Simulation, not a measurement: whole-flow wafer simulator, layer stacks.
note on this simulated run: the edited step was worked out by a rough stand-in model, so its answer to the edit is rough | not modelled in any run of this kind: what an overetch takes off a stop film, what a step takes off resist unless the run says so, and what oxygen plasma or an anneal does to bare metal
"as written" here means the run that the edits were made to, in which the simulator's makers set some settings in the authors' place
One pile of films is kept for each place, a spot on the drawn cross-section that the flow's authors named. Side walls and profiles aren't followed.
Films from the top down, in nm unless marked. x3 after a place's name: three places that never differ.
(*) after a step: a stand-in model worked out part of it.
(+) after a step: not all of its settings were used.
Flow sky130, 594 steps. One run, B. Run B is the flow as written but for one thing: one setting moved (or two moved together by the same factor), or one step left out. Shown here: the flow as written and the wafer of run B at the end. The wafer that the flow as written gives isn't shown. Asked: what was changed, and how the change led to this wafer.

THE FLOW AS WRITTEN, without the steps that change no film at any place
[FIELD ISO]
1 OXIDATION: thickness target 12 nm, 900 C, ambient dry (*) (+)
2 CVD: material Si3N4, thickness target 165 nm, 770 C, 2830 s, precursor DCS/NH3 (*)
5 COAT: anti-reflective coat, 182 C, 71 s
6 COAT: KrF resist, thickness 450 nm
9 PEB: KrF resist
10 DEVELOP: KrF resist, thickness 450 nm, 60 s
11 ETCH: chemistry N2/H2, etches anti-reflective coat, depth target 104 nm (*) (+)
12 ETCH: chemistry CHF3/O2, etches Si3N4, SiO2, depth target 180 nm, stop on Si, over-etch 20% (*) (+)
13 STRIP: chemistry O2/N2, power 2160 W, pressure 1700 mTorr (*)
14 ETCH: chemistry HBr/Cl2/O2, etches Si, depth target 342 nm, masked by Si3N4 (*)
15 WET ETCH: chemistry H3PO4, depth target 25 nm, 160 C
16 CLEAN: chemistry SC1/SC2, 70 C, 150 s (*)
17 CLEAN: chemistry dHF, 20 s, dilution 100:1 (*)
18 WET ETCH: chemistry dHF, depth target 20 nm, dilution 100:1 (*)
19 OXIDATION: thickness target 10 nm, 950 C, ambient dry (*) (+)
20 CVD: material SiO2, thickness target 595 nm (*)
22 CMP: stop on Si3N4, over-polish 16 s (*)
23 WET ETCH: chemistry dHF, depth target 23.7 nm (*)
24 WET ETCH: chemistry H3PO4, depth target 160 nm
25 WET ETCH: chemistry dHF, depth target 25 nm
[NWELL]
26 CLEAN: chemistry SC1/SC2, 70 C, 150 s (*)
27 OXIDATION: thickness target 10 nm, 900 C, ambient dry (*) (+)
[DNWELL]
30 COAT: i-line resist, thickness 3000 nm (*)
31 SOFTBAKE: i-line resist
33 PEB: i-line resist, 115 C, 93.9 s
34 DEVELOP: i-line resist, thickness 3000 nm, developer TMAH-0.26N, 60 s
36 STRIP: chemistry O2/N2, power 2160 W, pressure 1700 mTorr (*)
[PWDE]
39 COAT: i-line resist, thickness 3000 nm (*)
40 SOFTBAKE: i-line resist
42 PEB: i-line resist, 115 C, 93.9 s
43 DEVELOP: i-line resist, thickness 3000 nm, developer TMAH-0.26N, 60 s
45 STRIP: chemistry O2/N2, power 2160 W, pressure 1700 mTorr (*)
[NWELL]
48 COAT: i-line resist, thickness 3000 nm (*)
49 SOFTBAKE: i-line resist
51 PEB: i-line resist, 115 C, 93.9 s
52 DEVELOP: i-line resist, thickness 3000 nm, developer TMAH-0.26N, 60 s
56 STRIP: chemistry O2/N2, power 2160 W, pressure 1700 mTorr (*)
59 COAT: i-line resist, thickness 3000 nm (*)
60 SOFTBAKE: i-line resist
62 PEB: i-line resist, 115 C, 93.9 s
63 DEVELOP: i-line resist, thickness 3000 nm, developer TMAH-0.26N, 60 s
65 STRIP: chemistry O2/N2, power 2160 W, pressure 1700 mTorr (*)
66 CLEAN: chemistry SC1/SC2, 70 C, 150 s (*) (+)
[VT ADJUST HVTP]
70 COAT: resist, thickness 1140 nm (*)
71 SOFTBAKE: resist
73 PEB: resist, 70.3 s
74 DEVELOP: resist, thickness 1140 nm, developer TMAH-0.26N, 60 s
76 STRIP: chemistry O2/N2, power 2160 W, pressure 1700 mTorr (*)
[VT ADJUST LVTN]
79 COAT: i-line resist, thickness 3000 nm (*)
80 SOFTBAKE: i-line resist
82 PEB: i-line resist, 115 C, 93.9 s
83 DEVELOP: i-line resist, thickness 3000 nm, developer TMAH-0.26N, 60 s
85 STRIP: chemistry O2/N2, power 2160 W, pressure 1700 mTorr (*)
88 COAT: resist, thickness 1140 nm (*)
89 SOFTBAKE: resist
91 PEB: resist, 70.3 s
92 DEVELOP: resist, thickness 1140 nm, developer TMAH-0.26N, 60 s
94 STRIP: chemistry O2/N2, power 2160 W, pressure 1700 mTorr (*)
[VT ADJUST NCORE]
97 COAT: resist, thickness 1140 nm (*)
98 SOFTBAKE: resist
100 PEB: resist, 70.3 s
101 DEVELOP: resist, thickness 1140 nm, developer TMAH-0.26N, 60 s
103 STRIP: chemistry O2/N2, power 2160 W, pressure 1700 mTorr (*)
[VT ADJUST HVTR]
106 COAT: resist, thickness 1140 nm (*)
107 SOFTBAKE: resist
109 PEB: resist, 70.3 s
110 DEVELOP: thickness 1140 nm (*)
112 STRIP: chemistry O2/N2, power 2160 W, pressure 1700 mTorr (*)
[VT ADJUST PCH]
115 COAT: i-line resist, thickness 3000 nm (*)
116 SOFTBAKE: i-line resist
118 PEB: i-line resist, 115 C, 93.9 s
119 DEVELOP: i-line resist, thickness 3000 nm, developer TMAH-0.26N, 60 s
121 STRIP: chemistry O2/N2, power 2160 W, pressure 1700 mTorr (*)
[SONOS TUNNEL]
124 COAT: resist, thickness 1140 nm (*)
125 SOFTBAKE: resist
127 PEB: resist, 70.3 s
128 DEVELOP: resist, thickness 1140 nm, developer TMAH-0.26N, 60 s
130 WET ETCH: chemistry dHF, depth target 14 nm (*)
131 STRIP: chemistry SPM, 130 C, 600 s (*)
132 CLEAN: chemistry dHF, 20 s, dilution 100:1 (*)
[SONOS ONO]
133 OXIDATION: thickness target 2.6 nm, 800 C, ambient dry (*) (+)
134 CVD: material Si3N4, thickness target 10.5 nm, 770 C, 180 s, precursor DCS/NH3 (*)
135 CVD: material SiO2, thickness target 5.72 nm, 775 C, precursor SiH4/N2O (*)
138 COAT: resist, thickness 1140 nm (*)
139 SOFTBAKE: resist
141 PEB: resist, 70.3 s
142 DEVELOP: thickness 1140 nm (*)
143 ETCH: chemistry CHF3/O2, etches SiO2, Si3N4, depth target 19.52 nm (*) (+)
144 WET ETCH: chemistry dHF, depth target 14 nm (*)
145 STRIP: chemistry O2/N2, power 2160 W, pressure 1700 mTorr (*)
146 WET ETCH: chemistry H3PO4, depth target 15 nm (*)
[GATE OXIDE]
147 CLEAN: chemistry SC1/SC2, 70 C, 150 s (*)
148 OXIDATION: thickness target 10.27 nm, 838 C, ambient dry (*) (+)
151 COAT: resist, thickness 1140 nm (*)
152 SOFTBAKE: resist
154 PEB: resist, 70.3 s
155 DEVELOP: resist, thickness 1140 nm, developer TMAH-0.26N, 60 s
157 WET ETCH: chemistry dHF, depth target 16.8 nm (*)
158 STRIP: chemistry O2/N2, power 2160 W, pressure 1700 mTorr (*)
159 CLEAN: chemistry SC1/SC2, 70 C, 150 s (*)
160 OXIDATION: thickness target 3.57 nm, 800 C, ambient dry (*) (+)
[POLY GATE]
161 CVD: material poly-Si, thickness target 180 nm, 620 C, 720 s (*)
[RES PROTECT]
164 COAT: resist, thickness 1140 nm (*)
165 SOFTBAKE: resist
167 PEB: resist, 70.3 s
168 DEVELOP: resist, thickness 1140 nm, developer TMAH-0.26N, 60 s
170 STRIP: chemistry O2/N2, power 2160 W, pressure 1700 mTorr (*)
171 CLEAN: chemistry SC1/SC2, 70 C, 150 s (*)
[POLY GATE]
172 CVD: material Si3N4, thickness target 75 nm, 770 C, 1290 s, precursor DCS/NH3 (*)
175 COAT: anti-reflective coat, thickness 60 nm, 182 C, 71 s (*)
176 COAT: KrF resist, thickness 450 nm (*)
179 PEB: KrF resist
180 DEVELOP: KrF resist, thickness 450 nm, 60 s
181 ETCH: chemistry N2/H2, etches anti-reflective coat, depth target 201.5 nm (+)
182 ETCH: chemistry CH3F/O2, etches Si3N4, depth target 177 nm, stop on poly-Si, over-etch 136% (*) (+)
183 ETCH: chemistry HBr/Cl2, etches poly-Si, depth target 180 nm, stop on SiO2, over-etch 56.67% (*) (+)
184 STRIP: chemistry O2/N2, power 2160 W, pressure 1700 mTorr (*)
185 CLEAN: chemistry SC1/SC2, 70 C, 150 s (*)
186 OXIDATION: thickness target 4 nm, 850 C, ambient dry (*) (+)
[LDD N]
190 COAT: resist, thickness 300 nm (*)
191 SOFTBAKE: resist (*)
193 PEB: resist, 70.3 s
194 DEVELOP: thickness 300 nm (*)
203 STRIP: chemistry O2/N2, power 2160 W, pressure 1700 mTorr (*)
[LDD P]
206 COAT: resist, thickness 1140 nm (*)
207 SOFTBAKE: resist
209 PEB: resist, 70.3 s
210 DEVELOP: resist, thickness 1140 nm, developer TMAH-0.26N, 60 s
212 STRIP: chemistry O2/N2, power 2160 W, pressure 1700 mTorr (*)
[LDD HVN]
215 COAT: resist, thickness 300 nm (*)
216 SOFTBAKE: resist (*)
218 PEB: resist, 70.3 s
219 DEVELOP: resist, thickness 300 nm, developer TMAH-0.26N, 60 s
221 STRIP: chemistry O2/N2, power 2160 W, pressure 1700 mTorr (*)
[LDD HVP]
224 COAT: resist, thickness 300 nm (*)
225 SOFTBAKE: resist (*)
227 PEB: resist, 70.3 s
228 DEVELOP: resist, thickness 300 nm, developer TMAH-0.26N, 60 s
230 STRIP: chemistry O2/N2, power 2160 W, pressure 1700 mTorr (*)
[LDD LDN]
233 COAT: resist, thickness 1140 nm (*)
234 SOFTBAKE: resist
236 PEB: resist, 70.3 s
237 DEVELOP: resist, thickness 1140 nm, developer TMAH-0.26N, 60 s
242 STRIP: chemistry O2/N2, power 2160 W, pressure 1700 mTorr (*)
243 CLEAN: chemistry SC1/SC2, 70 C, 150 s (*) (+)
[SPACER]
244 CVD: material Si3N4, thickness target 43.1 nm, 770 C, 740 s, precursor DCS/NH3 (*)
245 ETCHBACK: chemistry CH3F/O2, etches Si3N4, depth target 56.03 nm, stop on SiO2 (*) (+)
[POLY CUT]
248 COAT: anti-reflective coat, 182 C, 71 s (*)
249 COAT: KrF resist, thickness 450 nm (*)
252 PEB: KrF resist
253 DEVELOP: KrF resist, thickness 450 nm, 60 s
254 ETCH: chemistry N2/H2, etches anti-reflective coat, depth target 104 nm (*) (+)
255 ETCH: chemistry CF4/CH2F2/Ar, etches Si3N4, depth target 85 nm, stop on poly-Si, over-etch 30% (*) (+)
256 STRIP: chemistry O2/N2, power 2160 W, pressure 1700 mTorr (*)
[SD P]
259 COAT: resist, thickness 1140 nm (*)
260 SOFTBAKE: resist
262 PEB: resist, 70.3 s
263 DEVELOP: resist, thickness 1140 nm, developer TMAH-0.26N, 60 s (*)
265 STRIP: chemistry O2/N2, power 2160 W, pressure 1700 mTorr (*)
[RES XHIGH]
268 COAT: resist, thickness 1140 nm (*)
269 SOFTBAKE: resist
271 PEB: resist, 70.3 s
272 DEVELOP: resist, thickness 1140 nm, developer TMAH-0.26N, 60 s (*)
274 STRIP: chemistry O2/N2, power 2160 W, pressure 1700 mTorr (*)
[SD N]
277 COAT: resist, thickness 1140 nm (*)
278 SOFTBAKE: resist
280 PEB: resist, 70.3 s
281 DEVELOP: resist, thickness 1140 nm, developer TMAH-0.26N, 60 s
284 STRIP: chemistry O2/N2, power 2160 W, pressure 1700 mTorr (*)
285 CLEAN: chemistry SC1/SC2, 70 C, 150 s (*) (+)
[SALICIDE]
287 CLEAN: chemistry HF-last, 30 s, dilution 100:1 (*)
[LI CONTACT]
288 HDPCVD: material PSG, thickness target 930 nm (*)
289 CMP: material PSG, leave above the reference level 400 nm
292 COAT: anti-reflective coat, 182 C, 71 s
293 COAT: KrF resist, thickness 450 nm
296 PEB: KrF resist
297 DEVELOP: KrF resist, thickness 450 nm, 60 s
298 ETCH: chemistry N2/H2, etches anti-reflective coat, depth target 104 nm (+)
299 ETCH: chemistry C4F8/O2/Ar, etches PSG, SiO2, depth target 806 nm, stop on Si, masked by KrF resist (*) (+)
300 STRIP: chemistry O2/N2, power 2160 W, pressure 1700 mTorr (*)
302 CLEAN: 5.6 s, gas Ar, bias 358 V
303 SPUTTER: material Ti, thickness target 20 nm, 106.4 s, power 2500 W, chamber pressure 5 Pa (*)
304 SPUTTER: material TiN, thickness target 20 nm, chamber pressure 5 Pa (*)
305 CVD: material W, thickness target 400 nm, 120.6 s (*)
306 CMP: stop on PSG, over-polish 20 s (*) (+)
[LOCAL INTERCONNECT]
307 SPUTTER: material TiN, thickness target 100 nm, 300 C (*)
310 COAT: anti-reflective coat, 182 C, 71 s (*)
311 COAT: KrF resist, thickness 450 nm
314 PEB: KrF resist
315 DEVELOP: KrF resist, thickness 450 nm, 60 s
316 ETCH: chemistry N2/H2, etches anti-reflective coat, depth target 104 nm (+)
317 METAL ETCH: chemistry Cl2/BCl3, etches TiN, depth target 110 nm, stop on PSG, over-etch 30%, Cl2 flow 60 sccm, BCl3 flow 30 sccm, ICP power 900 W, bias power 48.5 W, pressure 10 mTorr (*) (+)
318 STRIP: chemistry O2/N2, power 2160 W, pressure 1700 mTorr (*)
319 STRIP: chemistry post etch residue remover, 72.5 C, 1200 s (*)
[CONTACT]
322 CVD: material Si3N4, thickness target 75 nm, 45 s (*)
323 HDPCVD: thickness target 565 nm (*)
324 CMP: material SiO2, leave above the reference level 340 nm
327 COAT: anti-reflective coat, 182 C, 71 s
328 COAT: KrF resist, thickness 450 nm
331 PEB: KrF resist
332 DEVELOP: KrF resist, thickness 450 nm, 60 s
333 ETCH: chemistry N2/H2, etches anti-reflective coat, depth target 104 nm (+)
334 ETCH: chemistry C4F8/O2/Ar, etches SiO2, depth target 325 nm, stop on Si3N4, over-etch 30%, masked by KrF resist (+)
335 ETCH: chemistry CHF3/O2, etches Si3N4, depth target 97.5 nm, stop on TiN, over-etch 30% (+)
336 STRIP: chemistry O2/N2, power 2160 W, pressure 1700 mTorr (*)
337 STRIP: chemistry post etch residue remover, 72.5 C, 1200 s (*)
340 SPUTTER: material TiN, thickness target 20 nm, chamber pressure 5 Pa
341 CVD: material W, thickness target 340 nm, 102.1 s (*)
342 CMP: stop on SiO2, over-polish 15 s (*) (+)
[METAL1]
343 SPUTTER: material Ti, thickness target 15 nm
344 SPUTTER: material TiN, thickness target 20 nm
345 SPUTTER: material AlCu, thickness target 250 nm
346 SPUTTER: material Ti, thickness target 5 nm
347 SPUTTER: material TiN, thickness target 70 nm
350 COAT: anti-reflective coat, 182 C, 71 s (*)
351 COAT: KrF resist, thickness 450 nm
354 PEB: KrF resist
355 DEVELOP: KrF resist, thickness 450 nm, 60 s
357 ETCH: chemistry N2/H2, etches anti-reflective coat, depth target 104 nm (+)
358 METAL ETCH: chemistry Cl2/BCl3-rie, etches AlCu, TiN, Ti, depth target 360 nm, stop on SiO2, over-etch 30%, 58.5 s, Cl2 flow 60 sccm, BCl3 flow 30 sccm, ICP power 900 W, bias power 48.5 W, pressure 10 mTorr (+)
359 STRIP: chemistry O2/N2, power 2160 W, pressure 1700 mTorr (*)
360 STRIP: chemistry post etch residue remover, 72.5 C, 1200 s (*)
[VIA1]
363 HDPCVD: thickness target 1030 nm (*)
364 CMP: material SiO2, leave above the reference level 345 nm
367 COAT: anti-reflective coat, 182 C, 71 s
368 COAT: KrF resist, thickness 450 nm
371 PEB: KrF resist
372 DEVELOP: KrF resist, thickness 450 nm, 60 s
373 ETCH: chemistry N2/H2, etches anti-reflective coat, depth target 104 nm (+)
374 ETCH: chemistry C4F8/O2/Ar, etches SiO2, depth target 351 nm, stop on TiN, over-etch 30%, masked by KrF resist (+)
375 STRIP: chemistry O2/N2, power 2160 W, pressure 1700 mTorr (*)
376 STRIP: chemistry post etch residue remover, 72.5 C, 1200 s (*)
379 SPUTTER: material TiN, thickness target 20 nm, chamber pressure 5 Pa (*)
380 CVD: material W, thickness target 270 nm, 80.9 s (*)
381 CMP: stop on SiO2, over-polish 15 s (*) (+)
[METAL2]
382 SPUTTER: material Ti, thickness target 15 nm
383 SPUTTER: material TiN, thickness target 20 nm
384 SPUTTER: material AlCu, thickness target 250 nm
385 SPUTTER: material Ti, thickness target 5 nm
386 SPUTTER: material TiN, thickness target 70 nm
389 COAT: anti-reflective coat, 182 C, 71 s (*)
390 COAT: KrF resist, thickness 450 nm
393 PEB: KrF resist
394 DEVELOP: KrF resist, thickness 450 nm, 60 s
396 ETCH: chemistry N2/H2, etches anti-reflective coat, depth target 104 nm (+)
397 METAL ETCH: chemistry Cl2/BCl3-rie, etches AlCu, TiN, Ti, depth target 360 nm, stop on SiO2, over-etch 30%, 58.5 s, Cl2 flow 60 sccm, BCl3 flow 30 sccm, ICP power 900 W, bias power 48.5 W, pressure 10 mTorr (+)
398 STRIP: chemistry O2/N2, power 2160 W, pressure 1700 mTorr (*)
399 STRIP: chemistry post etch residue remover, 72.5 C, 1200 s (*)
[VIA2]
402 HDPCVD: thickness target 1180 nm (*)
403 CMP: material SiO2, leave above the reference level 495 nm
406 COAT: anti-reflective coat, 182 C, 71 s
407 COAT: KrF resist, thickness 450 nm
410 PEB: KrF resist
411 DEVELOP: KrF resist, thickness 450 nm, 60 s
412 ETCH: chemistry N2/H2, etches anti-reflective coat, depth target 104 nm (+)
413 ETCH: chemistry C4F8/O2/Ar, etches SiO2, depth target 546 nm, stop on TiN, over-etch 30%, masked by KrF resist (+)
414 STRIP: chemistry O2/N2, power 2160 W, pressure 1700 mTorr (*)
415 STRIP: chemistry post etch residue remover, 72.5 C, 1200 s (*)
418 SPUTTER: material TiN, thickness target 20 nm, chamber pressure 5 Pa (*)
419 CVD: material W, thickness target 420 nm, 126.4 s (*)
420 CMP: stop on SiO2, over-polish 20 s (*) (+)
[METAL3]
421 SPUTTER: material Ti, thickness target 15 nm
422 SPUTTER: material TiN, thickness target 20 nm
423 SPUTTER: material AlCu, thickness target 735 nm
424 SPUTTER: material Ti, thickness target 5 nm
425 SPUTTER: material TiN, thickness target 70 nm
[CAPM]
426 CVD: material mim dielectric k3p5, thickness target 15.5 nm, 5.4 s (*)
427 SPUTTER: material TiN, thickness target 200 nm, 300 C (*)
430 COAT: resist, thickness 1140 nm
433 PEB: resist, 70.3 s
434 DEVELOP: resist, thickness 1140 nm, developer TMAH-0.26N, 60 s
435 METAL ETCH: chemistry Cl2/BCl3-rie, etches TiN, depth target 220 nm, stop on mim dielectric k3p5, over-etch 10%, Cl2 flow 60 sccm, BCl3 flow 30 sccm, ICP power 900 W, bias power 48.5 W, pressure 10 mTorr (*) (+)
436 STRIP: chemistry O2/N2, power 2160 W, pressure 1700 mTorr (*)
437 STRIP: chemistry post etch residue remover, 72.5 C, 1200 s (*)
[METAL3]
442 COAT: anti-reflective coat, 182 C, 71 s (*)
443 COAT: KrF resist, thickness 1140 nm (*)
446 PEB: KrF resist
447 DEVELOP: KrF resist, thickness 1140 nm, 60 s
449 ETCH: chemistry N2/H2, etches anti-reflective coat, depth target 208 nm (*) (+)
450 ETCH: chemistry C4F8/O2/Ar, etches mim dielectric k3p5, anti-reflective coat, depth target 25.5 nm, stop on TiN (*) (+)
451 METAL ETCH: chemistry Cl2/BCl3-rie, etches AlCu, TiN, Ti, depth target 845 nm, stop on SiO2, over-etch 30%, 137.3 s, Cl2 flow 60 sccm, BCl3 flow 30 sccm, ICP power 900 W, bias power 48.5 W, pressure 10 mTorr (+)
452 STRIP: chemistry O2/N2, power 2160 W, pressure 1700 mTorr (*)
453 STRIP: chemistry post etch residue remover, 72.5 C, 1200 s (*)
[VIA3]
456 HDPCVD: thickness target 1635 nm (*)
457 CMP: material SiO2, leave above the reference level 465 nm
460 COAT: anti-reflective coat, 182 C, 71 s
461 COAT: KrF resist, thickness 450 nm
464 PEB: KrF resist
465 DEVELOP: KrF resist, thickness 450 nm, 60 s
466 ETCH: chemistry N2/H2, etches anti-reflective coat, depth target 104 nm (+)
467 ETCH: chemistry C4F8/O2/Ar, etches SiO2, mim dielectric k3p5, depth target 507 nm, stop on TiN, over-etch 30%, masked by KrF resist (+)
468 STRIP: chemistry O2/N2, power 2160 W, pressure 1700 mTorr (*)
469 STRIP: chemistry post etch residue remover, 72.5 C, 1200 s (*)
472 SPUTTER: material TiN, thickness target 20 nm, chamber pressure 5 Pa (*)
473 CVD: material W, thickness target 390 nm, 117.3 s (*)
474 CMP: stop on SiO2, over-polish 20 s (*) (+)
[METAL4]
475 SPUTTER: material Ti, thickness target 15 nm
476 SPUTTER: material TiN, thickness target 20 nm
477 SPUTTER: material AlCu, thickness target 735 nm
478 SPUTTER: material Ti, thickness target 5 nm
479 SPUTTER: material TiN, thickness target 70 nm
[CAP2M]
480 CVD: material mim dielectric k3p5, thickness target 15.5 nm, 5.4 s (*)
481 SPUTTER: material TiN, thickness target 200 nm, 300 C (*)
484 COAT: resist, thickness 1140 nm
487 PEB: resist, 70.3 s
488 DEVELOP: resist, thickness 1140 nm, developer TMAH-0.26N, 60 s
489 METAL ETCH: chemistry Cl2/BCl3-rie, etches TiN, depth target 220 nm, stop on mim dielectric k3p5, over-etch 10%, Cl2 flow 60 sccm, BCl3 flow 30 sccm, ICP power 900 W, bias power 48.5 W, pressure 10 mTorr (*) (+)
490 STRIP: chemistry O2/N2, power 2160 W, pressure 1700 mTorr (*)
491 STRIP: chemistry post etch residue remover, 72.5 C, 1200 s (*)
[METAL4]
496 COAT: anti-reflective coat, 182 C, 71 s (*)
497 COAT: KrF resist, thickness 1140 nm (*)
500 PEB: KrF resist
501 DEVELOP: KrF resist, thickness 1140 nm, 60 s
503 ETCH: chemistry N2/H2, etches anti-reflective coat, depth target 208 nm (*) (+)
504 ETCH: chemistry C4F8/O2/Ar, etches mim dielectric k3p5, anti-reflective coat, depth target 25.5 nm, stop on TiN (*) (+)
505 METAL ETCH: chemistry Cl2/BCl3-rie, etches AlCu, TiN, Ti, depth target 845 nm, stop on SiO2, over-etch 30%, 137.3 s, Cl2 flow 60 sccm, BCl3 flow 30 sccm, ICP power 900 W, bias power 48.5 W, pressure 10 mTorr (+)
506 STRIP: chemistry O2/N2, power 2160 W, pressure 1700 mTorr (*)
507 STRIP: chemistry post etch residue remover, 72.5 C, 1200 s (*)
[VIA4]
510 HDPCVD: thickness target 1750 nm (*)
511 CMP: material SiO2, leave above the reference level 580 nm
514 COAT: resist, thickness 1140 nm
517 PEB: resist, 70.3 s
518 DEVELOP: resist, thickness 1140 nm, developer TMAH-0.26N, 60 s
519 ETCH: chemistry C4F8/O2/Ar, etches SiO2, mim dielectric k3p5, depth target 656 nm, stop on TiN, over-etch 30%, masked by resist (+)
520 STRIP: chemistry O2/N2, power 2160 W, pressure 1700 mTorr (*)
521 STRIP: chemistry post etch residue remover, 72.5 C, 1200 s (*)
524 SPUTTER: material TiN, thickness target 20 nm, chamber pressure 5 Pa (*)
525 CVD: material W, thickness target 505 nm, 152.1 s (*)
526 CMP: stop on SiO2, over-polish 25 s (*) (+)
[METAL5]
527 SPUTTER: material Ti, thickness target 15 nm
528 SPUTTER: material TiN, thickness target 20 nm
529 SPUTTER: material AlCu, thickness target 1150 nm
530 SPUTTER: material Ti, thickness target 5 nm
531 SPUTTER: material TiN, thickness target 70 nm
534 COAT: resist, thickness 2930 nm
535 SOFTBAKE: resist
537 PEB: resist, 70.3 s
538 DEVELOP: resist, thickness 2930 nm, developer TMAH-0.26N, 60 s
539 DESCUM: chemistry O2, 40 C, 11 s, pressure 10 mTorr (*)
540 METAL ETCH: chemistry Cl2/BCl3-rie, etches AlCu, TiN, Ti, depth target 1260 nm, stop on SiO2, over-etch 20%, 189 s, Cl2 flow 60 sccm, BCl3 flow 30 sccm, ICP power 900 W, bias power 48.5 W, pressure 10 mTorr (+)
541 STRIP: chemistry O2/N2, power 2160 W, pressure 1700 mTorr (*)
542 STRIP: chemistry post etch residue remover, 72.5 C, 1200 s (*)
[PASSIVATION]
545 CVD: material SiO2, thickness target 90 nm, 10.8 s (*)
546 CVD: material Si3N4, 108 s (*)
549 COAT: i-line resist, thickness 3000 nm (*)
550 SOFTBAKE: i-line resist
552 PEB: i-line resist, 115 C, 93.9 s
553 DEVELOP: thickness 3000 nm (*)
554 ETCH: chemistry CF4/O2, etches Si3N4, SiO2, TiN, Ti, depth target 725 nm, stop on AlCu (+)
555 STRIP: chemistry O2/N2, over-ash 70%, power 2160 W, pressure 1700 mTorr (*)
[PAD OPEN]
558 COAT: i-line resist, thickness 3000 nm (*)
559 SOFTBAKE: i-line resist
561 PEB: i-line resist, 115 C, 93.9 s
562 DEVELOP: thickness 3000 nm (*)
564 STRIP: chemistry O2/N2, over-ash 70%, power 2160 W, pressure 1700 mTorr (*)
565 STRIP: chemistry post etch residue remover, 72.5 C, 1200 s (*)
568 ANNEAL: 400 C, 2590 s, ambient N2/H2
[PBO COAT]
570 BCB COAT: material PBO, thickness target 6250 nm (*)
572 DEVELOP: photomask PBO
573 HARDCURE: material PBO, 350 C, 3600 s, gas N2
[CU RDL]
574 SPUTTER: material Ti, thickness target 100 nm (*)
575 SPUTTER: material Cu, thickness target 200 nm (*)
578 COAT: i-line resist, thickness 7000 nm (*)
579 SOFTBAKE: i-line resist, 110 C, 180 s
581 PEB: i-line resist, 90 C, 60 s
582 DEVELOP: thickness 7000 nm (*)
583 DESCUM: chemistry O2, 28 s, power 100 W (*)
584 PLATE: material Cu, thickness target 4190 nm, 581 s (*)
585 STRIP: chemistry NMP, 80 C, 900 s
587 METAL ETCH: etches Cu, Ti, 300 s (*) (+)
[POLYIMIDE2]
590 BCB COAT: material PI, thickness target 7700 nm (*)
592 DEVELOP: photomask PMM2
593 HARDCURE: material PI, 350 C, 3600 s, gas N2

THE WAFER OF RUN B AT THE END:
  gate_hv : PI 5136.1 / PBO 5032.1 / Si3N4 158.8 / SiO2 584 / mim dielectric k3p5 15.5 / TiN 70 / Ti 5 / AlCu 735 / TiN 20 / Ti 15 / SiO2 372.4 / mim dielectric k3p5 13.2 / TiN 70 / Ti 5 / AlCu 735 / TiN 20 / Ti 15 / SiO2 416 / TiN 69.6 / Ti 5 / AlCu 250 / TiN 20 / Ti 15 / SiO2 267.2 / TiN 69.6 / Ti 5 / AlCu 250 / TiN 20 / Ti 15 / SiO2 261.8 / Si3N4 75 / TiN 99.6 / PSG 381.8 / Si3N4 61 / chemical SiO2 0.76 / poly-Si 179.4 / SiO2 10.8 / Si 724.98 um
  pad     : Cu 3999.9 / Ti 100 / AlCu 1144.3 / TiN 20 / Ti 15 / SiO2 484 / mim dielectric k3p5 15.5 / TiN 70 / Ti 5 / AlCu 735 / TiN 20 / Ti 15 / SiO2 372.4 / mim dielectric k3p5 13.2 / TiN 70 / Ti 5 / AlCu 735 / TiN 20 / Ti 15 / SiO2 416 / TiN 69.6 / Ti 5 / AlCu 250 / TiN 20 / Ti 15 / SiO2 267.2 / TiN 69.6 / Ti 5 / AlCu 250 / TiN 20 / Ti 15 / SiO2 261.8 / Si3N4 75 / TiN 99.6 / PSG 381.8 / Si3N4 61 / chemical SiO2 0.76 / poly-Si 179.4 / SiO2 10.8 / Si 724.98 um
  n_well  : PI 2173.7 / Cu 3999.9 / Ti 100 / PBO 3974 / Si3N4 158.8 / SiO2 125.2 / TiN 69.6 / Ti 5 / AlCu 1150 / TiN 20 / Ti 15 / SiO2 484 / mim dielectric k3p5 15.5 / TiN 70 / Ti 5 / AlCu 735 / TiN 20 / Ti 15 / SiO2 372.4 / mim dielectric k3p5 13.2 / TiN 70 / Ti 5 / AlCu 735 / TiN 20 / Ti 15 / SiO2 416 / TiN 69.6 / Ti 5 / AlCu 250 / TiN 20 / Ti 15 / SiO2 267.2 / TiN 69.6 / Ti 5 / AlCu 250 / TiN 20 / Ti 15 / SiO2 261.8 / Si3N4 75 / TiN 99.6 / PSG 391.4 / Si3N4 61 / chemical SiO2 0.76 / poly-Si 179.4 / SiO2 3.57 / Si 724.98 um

The cause: step 426, CVD: thickness target 13.2 nm was run, where the flow has thickness target 15.5 nm; step 426, CVD: 4.59 s was run, where the flow has 5.4 s.
It can be read off the wafer: gate_hv has mim dielectric k3p5 13.2, and step 426 as written asks for 15.5 nm.

How the change led to this, step by step:
  426 CVD: material mim dielectric k3p5, thickness target 15.5 nm, 5.4 s (*)
      field, active, n_well and 188 more: mim dielectric k3p5 +13.2 (new film) (as written it would be: mim dielectric k3p5 +15.5 (new film))
  450 ETCH: chemistry C4F8/O2/Ar, etches mim dielectric k3p5, anti-reflective coat, depth target 25.5 nm, stop on TiN (*) (+)
      n_well, p_well, gate_hv and 104 more: KrF resist -13.2 (as written it would be: KrF resist -15.5)
      field, active, gate and 82 more: mim dielectric k3p5 -13.2 (all of it) (as written it would be: mim dielectric k3p5 -15.5 (all of it))
  467 ETCH: chemistry C4F8/O2/Ar, etches SiO2, mim dielectric k3p5, depth target 507 nm, stop on TiN, over-etch 30%, masked by KrF resist (+)
      m1: SiO2 -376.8 (all of it), mim dielectric k3p5 -13.2 (all of it) (as written it would be: SiO2 -374.5 (all of it), mim dielectric k3p5 -15.5 (all of it))
      via3_hole: SiO2 -376.2 (all of it), mim dielectric k3p5 -13.2 (all of it) (as written it would be: SiO2 -373.9 (all of it), mim dielectric k3p5 -15.5 (all of it))
